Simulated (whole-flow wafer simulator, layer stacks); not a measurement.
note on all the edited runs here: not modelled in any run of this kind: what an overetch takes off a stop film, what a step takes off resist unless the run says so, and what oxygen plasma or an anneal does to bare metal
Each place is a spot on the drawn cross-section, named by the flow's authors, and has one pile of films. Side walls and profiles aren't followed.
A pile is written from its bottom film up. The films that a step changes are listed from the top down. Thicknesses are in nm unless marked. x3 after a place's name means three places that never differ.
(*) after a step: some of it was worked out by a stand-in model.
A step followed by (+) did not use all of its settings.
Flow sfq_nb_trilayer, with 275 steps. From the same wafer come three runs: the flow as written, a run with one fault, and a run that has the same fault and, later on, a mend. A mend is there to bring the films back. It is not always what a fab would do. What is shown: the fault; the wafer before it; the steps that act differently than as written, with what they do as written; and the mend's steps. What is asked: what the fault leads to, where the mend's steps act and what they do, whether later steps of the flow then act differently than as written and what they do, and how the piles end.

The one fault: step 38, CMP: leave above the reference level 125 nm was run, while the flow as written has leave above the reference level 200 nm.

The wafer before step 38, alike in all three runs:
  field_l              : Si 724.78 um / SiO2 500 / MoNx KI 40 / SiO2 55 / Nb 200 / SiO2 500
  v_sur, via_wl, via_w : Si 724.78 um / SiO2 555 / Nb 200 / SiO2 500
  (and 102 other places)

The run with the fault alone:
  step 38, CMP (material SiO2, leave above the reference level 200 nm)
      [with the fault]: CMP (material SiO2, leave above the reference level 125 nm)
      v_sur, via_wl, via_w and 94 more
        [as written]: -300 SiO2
        [with the fault]: -375 SiO2
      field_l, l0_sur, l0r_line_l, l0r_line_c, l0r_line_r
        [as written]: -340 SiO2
        [with the fault]: -415 SiO2
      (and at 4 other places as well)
  Later steps of the flow acting differently than as written (3 other steps are not shown; they differ only slightly, by no more than 2% or 0.5 nm, whichever is larger):
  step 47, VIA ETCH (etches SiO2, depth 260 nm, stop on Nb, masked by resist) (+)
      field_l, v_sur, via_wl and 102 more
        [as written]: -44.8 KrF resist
        [with the fault]: -32.3 KrF resist
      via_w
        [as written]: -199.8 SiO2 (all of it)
        [with the fault]: -124.8 SiO2 (all of it)
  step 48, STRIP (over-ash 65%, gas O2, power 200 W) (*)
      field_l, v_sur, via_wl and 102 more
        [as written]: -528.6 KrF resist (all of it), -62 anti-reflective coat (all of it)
        [with the fault]: -541.1 KrF resist (all of it), -62 anti-reflective coat (all of it)
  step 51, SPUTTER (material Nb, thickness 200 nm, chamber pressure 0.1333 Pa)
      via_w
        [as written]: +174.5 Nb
        [with the fault]: +189.6 Nb
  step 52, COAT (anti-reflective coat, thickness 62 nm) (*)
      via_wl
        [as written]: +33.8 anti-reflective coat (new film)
        [with the fault]: +38.7 anti-reflective coat (new film)
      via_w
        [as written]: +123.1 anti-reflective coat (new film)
        [with the fault]: +106 anti-reflective coat (new film)
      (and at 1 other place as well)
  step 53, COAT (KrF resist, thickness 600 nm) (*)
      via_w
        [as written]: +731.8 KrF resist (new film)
        [with the fault]: +671 KrF resist (new film)
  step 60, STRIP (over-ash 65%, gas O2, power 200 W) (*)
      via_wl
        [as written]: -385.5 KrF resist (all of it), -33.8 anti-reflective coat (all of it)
        [with the fault]: -390.1 KrF resist (all of it), -38.7 anti-reflective coat (all of it)
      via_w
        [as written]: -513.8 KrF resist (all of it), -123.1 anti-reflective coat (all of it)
        [with the fault]: -453.2 KrF resist (all of it), -106 anti-reflective coat (all of it)
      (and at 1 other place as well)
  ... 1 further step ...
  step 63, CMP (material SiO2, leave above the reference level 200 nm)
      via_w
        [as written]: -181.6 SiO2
        [with the fault]: -165.6 SiO2
  The piles end different from the flow's at field_l, v_sur, via_wl and 103 more by more than 2% or 0.5 nm, whichever is larger.
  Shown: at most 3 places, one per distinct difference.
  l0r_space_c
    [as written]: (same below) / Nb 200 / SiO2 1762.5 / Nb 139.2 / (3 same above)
    [with the fault]: (same below) / Nb 200 / SiO2 1687.5 / Nb 139.2 / (3 same above)
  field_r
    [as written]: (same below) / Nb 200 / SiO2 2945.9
    [with the fault]: (same below) / Nb 200 / SiO2 2870.9
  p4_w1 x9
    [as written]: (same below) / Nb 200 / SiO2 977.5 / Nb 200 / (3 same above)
    [with the fault]: (same below) / Nb 200 / SiO2 902.5 / Nb 200 / (3 same above)

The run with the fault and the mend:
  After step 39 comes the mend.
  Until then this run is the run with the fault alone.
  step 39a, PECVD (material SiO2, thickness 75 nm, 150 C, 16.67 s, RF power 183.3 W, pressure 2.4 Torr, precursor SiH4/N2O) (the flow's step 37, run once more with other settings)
      field_l, v_sur, via_wl and 103 more
        +75 SiO2
  Every later step of the flow that is run acts as written, at every place that is followed, to within 2% or 0.5 nm, whichever is larger.
  At the end the piles are close to the flow's at the places that both follow, differing by at most 2% or 0.5 nm, whichever is larger.
